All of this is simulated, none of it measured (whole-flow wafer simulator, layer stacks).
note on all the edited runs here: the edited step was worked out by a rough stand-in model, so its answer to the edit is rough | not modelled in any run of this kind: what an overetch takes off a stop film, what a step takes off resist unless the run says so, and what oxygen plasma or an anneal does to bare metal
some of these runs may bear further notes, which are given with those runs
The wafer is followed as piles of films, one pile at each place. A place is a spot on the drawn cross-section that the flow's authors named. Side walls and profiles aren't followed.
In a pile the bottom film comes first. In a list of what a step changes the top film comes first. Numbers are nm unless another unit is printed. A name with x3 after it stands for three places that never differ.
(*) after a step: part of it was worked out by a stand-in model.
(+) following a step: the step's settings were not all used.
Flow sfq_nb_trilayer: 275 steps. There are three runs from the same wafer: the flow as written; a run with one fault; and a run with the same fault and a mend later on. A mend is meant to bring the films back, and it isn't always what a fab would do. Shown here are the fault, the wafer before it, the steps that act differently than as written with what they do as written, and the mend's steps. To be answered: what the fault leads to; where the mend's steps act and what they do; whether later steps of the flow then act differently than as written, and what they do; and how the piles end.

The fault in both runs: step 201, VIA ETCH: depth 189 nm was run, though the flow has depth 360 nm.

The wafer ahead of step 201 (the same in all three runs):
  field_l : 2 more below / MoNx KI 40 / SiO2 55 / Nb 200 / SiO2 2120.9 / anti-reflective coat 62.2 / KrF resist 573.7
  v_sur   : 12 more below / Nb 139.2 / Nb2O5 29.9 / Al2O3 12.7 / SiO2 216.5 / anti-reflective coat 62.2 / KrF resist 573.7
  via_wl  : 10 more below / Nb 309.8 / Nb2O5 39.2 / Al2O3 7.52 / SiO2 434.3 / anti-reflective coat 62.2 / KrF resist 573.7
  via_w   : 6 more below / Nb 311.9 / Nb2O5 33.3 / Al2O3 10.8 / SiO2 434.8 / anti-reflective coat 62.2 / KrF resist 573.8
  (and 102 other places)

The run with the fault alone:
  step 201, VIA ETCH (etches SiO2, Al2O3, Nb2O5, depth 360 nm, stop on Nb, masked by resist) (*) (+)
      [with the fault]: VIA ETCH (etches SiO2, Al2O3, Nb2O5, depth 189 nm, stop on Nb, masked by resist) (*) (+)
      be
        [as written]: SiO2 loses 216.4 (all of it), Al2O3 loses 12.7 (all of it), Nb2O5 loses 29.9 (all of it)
        [with the fault]: SiO2 loses 189
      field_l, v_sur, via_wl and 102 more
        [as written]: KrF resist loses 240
        [with the fault]: KrF resist loses 126
  Steps later in the flow that act otherwise than as written (6 more steps, not shown, differ only slightly: by at most 2% or 0.5 nm, whichever is larger):
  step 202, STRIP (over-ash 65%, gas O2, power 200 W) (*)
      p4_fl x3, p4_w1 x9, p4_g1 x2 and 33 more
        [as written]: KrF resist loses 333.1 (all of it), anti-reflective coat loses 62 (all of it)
        [with the fault]: KrF resist loses 447.1 (all of it), anti-reflective coat loses 62 (all of it)
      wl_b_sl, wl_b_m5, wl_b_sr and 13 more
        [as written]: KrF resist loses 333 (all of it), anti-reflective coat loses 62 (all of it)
        [with the fault]: KrF resist loses 447 (all of it), anti-reflective coat loses 62 (all of it)
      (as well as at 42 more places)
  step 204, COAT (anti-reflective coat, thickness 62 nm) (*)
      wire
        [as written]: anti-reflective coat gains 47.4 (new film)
        [with the fault]: anti-reflective coat gains 49.5 (new film)
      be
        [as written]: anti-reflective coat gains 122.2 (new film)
        [with the fault]: anti-reflective coat gains 111.8 (new film)
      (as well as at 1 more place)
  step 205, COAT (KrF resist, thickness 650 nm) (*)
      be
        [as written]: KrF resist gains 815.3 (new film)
        [with the fault]: KrF resist gains 765.3 (new film)
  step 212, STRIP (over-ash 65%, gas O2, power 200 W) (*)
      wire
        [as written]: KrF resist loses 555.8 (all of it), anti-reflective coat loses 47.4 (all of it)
        [with the fault]: KrF resist loses 559.7 (all of it), anti-reflective coat loses 49.5 (all of it)
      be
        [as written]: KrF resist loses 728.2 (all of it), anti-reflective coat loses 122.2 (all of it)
        [with the fault]: KrF resist loses 678.1 (all of it), anti-reflective coat loses 111.8 (all of it)
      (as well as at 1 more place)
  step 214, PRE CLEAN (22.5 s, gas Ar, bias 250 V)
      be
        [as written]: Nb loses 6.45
        [with the fault]: SiO2 loses 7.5
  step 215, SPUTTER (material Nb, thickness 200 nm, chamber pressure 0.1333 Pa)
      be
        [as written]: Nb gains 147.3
        [with the fault]: Nb gains 163.4 (new film)
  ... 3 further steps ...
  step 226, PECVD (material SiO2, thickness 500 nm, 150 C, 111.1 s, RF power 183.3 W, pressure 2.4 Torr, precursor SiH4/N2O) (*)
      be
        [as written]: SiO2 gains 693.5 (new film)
        [with the fault]: SiO2 gains 608.5 (new film)
  The piles end different from the flow's at be by more than 2% or 0.5 nm, whichever is larger.
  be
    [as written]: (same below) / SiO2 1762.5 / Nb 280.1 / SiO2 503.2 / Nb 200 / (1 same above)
    [with the fault]: (same below) / SiO2 1762.5 / Nb 139.2 / Nb2O5 29.9 / Al2O3 12.7 / SiO2 19.9 / Nb 163.4 / SiO2 418.2 / Nb 200 / (1 same above)

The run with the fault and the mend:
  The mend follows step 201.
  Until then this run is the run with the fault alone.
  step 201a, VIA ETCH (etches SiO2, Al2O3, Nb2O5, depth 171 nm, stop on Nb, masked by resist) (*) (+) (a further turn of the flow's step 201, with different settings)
      field_l, v_sur, via_wl and 102 more
        KrF resist loses 114
      be
        SiO2 loses 27.4 (all of it), Al2O3 loses 12.7 (all of it), Nb2O5 loses 29.9 (all of it)
  Every later step of the flow that is run acts as written at every place that is followed.
  The piles end the same as the flow's at every place that both follow.
